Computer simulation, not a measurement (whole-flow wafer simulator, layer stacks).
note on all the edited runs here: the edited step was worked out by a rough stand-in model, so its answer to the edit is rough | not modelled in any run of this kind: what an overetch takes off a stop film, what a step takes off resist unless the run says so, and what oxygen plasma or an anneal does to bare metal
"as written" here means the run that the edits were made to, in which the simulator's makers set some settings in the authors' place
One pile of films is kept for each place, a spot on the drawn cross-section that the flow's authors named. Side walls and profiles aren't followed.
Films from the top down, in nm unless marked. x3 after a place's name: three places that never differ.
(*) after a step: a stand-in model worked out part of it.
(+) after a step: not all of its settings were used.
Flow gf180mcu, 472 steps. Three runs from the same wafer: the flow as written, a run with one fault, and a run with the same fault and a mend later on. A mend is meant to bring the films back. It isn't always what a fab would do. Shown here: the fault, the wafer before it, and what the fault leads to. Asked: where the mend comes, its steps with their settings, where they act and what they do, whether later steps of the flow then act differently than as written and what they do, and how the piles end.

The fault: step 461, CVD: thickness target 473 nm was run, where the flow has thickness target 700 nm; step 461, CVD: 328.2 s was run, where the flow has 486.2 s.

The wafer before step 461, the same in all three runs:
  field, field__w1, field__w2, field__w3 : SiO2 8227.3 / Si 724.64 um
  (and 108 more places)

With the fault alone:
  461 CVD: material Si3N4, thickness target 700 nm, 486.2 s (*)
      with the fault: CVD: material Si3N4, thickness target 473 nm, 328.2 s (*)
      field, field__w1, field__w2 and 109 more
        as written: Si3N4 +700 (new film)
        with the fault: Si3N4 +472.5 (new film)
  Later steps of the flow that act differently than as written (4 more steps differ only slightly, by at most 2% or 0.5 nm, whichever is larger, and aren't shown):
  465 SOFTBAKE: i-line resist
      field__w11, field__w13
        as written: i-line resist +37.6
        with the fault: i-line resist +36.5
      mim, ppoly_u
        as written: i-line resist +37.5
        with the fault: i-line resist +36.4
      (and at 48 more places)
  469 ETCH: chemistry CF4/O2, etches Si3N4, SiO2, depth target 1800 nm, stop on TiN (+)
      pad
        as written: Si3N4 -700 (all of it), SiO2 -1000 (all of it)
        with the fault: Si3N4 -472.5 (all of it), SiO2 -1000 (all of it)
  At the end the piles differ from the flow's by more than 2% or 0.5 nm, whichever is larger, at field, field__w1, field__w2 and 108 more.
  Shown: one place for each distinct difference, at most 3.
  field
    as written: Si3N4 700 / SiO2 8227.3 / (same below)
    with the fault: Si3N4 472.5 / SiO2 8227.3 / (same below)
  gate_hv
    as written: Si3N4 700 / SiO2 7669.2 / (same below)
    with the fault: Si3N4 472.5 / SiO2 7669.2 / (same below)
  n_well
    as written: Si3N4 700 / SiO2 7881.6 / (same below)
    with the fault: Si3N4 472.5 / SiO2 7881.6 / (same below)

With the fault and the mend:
  The mend comes after step 461.
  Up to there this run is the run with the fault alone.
  461a CVD: material Si3N4, thickness target 227 nm, 157.7 s (*) (the flow's step 461 once more, with other settings)
      field, field__w1, field__w2 and 109 more
        Si3N4 +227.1
  No later step of the flow acts differently than as written, at any place that is followed, by more than 2% or 0.5 nm, whichever is larger.
  At the end the piles differ from the flow's only slightly at the places that both follow, by at most 2% or 0.5 nm, whichever is larger.
